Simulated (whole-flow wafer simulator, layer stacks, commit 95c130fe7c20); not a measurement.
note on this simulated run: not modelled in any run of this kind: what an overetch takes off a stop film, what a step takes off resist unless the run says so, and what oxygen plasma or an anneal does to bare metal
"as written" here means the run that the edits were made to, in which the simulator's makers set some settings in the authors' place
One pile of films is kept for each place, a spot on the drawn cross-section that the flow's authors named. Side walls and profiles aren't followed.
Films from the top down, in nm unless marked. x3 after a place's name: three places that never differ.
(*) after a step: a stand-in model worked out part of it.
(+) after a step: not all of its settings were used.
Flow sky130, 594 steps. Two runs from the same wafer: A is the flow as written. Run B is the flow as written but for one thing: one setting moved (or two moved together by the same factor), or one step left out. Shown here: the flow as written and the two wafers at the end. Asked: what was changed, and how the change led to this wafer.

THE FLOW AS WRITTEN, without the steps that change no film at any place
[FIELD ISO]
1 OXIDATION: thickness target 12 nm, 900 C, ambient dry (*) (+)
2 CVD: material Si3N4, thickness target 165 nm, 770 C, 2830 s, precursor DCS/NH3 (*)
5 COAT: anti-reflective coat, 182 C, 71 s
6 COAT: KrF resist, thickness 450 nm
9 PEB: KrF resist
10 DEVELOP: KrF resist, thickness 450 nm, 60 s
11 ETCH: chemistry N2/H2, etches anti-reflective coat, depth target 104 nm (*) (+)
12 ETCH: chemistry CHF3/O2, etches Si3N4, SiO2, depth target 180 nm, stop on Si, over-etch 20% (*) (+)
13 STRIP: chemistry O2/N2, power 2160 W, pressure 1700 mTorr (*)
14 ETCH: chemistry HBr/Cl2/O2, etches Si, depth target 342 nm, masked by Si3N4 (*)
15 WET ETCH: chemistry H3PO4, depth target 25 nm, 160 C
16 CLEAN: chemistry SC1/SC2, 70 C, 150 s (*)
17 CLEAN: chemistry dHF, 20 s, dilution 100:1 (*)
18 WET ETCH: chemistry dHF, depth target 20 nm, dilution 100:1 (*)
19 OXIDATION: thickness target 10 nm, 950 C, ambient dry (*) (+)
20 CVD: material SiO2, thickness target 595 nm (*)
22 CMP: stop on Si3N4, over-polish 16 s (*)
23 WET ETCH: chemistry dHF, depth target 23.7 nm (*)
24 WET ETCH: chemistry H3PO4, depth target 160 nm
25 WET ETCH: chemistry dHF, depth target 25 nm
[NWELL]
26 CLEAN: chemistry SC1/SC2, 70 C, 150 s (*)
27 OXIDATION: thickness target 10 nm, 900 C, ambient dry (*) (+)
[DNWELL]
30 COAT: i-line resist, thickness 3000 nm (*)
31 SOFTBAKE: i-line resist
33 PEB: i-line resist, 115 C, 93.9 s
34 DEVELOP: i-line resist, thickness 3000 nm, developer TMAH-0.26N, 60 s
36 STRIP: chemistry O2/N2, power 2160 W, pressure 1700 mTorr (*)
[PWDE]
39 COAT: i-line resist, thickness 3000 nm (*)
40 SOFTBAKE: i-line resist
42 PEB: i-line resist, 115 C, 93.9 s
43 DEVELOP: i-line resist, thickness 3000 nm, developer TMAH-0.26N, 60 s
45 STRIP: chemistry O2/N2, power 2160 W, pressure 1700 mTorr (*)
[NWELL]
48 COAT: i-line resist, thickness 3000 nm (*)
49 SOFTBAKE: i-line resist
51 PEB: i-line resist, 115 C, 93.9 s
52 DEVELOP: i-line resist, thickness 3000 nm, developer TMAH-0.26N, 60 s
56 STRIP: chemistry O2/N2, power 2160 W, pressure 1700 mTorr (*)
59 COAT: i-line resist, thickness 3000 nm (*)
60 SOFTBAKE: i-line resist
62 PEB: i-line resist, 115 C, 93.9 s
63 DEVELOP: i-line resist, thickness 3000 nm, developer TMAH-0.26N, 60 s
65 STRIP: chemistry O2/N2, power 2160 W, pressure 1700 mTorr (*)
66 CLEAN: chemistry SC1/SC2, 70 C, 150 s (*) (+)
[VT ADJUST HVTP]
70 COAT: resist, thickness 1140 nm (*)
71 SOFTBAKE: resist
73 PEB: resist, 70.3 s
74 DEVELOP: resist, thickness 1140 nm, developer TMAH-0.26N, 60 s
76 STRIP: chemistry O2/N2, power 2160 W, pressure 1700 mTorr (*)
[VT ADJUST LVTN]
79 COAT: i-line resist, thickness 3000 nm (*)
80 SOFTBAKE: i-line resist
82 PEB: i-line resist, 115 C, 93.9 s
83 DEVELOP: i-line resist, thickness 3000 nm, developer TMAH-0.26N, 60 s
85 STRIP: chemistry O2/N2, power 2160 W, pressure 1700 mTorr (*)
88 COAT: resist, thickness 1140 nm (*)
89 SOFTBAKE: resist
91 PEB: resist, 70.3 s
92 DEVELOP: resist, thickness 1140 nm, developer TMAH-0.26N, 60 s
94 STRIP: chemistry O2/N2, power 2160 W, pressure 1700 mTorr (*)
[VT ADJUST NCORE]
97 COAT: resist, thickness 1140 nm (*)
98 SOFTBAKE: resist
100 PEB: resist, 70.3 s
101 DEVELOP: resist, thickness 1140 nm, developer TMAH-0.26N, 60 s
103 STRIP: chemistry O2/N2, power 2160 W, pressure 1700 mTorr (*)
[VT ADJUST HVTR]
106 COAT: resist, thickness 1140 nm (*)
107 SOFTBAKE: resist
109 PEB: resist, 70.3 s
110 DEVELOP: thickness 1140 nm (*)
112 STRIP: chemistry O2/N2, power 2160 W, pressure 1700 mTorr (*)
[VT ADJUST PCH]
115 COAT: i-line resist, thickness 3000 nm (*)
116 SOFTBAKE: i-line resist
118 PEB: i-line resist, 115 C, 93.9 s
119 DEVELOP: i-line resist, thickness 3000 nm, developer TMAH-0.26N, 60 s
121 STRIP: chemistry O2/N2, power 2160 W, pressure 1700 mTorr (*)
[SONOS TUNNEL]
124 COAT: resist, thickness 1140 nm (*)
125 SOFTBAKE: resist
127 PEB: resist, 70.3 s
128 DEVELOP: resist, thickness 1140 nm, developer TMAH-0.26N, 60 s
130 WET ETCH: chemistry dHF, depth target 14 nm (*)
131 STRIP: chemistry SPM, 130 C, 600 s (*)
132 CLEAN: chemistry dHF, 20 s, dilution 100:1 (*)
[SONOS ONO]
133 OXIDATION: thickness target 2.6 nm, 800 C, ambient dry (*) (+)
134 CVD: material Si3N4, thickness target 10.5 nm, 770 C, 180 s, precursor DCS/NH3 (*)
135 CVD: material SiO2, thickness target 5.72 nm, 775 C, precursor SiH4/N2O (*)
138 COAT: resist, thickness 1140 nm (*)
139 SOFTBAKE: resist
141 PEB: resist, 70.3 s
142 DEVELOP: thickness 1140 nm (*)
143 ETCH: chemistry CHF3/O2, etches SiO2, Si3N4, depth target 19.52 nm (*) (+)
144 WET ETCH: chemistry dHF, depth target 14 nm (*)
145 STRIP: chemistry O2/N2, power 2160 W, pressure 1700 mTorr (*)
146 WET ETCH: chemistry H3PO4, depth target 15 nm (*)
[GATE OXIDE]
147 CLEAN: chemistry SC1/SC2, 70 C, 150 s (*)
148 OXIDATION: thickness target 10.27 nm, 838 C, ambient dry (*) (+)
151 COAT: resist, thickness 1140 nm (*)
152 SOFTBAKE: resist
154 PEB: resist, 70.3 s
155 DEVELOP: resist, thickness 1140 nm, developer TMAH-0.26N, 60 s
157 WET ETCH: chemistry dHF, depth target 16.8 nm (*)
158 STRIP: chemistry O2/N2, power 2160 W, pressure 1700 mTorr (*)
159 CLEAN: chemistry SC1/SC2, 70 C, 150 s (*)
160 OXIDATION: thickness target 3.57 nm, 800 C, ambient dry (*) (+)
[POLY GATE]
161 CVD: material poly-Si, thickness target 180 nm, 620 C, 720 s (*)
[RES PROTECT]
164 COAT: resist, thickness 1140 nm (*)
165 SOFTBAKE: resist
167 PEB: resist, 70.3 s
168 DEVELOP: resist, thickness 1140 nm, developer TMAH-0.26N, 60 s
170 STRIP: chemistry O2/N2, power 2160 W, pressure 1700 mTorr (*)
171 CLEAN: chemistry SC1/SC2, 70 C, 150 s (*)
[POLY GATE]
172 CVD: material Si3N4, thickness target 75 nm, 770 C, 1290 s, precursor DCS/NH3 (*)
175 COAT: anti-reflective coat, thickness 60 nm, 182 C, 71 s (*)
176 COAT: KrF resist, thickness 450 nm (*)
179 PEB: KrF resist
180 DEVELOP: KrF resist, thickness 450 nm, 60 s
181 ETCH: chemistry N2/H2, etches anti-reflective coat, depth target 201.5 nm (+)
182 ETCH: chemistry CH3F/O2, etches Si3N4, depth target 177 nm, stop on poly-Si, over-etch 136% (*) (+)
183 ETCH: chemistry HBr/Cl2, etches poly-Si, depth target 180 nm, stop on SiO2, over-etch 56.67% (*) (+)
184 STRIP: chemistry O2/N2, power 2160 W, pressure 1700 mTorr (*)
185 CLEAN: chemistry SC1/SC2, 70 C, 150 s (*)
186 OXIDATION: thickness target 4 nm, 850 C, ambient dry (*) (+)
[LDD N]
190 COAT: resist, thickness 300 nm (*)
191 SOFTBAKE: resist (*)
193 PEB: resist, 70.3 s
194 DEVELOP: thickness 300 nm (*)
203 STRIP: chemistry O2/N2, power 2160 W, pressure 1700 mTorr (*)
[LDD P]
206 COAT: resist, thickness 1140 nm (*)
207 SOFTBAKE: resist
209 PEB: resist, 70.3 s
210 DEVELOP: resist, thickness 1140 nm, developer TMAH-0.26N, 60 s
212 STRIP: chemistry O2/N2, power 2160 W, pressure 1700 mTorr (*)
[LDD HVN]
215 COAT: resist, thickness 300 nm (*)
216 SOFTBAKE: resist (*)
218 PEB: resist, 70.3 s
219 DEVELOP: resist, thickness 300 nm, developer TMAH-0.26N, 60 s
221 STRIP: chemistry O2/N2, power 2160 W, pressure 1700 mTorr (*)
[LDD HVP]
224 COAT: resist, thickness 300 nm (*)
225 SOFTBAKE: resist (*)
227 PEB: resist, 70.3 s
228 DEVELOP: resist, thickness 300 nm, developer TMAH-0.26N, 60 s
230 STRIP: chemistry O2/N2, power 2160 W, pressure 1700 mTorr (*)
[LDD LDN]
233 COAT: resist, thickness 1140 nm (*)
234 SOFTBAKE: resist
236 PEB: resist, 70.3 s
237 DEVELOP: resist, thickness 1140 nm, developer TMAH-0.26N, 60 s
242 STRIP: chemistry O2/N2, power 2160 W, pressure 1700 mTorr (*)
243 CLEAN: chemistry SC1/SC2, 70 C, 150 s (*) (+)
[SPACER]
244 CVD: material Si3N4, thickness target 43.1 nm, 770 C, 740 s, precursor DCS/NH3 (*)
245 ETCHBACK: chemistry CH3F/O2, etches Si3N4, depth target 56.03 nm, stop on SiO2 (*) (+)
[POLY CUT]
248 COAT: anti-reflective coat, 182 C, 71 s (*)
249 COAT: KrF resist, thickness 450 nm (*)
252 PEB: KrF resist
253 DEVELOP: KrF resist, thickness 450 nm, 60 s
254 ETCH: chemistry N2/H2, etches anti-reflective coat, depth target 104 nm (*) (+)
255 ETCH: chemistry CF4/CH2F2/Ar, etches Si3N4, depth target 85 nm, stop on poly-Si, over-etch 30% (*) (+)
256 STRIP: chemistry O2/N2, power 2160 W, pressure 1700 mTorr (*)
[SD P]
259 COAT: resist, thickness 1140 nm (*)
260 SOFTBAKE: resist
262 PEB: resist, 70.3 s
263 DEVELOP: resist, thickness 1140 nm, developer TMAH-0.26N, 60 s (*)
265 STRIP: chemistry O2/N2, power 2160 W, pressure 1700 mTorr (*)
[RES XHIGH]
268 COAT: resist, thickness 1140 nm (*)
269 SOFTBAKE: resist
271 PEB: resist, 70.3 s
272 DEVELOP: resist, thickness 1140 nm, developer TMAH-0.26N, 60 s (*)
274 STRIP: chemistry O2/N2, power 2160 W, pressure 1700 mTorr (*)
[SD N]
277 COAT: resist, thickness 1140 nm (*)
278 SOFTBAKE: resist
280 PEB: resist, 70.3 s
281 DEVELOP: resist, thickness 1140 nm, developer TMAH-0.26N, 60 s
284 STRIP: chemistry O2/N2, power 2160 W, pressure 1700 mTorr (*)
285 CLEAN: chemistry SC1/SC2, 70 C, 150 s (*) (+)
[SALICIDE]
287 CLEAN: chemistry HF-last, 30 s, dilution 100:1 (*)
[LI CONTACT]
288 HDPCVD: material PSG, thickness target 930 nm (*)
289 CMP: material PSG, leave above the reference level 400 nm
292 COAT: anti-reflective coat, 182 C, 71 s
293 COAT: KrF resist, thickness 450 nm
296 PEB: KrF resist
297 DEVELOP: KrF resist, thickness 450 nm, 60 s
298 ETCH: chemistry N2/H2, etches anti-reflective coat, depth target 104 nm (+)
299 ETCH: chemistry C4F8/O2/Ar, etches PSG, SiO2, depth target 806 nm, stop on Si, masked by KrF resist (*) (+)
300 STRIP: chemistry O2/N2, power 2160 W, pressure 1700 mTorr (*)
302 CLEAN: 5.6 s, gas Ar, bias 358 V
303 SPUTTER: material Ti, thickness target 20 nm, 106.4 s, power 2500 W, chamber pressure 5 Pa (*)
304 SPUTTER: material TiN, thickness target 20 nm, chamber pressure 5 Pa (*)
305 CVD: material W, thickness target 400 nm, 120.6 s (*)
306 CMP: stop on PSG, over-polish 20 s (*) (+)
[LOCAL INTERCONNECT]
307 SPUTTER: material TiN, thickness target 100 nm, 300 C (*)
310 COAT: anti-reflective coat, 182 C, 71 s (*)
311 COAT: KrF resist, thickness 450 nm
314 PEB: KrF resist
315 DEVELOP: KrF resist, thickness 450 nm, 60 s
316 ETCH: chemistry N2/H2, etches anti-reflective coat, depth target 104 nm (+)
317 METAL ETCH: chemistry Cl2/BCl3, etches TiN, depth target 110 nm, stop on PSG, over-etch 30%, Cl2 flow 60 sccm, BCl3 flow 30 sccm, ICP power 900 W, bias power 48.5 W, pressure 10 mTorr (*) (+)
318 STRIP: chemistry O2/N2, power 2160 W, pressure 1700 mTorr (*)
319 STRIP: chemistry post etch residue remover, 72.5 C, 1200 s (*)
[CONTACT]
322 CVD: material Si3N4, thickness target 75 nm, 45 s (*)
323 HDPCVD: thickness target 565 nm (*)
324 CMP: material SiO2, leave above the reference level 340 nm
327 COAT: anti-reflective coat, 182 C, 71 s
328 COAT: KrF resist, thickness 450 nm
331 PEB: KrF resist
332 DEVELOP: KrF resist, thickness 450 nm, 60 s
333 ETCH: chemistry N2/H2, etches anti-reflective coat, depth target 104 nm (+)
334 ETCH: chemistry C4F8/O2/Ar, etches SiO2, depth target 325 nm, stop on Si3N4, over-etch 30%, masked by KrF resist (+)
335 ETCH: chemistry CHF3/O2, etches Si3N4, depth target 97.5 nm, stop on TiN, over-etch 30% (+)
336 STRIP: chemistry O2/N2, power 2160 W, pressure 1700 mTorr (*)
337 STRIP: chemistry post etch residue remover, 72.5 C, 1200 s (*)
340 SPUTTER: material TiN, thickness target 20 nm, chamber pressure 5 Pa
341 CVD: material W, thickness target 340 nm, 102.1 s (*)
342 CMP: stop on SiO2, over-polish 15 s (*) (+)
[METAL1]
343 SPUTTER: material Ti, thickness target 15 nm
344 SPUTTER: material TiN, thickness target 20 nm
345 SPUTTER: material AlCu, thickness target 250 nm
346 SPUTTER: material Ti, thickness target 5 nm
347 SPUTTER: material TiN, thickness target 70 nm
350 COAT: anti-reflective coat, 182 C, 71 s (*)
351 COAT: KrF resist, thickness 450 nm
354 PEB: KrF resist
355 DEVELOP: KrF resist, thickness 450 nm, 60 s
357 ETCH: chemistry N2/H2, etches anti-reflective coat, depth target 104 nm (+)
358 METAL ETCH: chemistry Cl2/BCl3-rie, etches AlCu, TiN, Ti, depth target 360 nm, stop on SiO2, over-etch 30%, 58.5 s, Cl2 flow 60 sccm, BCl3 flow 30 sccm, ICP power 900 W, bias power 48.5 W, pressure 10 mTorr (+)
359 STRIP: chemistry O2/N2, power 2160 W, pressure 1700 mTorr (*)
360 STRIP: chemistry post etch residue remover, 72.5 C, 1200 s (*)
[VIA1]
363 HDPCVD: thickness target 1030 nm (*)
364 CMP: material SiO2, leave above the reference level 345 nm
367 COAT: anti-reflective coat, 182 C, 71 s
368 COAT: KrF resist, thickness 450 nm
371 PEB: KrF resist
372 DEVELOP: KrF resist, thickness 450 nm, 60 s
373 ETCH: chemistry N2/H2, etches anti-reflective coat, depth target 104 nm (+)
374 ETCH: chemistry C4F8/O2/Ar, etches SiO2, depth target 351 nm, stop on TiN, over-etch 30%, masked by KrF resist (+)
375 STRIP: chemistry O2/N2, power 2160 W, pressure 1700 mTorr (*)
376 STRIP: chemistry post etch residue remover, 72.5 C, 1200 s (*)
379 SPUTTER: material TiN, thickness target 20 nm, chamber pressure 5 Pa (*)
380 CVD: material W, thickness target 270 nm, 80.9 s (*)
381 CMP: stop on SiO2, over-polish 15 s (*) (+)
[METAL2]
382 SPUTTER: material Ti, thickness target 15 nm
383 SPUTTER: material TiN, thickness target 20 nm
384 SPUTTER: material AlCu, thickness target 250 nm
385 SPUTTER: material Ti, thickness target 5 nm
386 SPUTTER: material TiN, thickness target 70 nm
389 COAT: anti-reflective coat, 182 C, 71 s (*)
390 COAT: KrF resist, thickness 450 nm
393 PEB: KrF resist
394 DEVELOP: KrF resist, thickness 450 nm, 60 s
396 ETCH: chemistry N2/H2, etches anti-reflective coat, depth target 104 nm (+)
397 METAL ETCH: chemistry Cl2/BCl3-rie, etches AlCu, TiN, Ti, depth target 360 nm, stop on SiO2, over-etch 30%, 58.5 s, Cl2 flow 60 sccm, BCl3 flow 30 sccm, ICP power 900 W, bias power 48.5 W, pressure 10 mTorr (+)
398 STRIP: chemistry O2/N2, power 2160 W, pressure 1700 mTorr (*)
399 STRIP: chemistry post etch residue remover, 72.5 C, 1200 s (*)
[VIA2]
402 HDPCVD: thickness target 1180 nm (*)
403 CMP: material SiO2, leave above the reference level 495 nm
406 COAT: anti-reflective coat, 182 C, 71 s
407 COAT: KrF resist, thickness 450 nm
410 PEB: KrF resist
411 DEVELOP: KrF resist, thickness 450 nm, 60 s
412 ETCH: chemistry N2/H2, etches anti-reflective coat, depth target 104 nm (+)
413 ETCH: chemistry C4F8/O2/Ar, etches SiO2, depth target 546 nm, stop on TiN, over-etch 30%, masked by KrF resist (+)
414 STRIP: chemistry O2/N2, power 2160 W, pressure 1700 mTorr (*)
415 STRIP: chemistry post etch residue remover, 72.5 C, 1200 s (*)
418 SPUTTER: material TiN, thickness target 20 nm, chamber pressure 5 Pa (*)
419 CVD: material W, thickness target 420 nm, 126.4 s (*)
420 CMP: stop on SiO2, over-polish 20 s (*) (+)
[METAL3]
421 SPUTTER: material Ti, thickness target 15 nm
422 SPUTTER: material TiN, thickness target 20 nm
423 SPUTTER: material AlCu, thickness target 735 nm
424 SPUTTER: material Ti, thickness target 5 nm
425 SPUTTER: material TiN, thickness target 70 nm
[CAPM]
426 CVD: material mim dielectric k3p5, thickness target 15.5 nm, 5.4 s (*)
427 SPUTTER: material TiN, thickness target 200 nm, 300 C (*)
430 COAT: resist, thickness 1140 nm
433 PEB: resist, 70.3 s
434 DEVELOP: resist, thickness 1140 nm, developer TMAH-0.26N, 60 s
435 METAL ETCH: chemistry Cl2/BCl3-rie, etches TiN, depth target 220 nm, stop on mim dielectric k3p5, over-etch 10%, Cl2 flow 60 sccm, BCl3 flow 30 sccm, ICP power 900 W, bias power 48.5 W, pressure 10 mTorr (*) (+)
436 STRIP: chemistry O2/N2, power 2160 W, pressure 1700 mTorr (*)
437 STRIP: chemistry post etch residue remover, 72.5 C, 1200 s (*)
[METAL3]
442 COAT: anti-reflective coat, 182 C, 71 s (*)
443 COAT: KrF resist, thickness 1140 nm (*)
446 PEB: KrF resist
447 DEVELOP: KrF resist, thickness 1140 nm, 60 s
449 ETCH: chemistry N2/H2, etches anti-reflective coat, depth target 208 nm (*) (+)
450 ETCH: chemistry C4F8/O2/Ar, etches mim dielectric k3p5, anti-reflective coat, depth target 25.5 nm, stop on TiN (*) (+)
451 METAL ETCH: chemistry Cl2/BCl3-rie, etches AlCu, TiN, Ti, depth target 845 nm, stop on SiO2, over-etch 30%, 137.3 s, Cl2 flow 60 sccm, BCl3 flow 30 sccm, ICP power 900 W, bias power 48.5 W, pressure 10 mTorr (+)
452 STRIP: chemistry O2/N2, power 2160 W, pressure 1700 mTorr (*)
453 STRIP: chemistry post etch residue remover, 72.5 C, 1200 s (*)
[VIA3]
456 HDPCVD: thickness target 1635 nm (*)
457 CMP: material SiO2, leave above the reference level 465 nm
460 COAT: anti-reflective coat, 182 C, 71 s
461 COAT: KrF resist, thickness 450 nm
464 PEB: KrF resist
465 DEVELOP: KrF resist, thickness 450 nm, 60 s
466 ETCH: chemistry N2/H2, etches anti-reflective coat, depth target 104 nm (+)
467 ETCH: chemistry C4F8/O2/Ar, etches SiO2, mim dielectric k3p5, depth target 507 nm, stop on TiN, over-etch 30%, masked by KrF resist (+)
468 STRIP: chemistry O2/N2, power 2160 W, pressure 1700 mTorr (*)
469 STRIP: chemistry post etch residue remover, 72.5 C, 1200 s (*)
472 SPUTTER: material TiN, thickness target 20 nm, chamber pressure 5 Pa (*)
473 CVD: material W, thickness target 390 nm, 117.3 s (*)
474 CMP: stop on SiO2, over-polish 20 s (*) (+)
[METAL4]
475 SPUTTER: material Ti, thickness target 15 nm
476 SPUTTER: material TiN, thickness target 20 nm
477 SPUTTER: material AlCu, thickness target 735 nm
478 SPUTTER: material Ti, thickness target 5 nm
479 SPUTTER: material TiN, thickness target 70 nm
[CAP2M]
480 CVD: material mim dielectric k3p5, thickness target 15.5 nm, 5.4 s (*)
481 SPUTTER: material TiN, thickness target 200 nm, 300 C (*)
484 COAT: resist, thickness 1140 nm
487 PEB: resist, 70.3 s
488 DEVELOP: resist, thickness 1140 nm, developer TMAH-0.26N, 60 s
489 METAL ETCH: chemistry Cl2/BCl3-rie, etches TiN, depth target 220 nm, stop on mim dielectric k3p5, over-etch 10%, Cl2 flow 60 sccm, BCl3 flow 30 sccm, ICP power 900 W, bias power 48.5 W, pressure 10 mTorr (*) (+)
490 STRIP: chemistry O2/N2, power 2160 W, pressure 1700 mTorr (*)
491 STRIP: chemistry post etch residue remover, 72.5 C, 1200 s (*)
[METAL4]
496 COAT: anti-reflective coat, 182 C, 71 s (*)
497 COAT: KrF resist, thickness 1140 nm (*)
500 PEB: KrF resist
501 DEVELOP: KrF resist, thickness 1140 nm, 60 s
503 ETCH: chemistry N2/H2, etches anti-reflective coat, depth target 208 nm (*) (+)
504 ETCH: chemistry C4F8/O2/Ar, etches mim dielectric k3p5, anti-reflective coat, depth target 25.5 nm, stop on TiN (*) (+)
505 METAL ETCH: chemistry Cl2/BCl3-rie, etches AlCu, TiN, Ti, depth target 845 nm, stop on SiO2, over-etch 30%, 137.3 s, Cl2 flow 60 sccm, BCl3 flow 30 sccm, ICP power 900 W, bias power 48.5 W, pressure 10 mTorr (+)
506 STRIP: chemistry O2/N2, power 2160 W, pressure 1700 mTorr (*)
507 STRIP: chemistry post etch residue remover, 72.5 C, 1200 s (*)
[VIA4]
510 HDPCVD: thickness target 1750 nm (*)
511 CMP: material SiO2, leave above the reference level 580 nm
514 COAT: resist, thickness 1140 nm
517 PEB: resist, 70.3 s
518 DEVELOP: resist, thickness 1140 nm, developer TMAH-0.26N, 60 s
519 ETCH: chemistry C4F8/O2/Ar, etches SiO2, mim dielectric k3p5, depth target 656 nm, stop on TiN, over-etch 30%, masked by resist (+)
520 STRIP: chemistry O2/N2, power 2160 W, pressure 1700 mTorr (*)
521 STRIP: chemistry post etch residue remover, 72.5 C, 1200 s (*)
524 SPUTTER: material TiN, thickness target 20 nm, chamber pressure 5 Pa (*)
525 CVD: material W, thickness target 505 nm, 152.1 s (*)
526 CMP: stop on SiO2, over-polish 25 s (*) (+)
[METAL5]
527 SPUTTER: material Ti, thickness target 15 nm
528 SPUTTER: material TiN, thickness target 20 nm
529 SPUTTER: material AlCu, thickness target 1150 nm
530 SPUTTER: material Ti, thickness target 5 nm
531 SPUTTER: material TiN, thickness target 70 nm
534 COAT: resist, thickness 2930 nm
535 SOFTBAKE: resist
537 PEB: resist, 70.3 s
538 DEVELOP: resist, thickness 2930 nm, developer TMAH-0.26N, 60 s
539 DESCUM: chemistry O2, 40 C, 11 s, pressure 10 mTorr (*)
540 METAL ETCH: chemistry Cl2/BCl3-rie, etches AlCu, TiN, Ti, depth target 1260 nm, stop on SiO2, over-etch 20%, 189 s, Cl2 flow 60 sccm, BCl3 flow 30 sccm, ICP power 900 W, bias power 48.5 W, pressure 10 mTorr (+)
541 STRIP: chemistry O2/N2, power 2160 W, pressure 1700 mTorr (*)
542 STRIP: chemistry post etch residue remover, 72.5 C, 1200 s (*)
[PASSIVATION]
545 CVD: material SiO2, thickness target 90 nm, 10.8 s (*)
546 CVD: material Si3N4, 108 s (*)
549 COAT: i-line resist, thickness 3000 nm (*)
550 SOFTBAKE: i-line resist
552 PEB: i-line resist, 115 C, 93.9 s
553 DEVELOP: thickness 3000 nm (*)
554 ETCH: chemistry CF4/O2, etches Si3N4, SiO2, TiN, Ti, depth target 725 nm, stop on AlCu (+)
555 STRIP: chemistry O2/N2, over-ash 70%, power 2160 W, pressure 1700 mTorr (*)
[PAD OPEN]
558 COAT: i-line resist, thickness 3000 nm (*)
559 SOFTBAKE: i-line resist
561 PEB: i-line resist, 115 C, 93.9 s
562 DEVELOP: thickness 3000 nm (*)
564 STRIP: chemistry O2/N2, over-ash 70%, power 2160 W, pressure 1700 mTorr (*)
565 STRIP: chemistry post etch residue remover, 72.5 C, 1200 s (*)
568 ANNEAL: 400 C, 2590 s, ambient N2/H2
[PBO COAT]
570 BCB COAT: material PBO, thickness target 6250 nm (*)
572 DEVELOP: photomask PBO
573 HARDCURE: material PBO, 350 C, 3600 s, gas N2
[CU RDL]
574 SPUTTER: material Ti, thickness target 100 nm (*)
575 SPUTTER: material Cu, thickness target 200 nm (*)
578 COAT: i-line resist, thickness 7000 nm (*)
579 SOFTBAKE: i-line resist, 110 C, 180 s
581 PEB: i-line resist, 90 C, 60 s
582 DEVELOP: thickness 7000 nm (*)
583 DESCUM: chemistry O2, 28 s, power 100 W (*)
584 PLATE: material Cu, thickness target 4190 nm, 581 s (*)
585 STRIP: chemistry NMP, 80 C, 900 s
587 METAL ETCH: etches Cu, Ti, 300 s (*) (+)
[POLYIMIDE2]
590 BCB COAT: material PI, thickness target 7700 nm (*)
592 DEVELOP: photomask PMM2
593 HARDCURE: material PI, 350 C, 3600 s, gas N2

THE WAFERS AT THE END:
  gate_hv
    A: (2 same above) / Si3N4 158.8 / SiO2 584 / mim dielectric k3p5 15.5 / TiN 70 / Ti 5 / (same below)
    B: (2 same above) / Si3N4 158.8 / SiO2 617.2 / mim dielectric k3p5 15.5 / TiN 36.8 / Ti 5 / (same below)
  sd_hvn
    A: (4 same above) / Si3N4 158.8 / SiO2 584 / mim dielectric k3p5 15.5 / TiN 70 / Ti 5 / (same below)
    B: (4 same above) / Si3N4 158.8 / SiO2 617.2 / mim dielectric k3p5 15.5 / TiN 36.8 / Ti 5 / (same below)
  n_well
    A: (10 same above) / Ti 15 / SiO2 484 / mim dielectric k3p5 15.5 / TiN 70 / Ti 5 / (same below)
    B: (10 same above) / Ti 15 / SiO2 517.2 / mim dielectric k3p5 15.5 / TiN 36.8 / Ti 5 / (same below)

The cause: step 479, SPUTTER: thickness target 36.8 nm was run, where the flow has thickness target 70 nm.
It can be read off the wafer: gate_hv has TiN 36.8, and step 479 as written asks for 70 nm.

How the change led to this, step by step:
  479 SPUTTER: material TiN, thickness target 70 nm
      field, active, n_well and 189 more: A TiN +70 (new film) | B TiN +36.8 (new film)
  505 METAL ETCH: chemistry Cl2/BCl3-rie, etches AlCu, TiN, Ti, depth target 845 nm, stop on SiO2, over-etch 30%, 137.3 s, Cl2 flow 60 sccm, BCl3 flow 30 sccm, ICP power 900 W, bias power 48.5 W, pressure 10 mTorr (+)
      field, gate, spacer and 68 more: A TiN -70 (all of it), Ti -5 (all of it), AlCu -735 (all of it), TiN -20 (all of it), Ti -15 (all of it), SiO2 -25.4 | B TiN -36.8 (all of it), Ti -5 (all of it), AlCu -735 (all of it), TiN -20 (all of it), Ti -15 (all of it), SiO2 -28.7
      active, vpp_iso1, mim_edge_plate and 14 more: A TiN -70 (all of it), Ti -5 (all of it), AlCu -735 (all of it), TiN -20 (all of it), Ti -15 (all of it), SiO2 -25.3 | B TiN -36.8 (all of it), Ti -5 (all of it), AlCu -735 (all of it), TiN -20 (all of it), Ti -15 (all of it), SiO2 -28.7
  511 CMP: material SiO2, leave above the reference level 580 nm
      n_well, p_well, gate_hv and 99 more: A SiO2 -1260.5 | B SiO2 -1227.3
      m1, via3_hole: A SiO2 -1259.9 | B SiO2 -1226.7
      (and at 1 more place)
  519 ETCH: chemistry C4F8/O2/Ar, etches SiO2, mim dielectric k3p5, depth target 656 nm, stop on TiN, over-etch 30%, masked by resist (+)
      m1: A SiO2 -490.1 (all of it), mim dielectric k3p5 -15.5 (all of it) | B SiO2 -523.3 (all of it), mim dielectric k3p5 -15.5 (all of it)
      via4_hole: A SiO2 -489.5 (all of it), mim dielectric k3p5 -15.5 (all of it) | B SiO2 -522.7 (all of it), mim dielectric k3p5 -15.5 (all of it)
  525 CVD: material W, thickness target 505 nm, 152.1 s (*)
      m1: A W +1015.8 (new film) | B W +1049.2 (new film)
      via4_hole: A W +1015.2 (new film) | B W +1048.6 (new film)
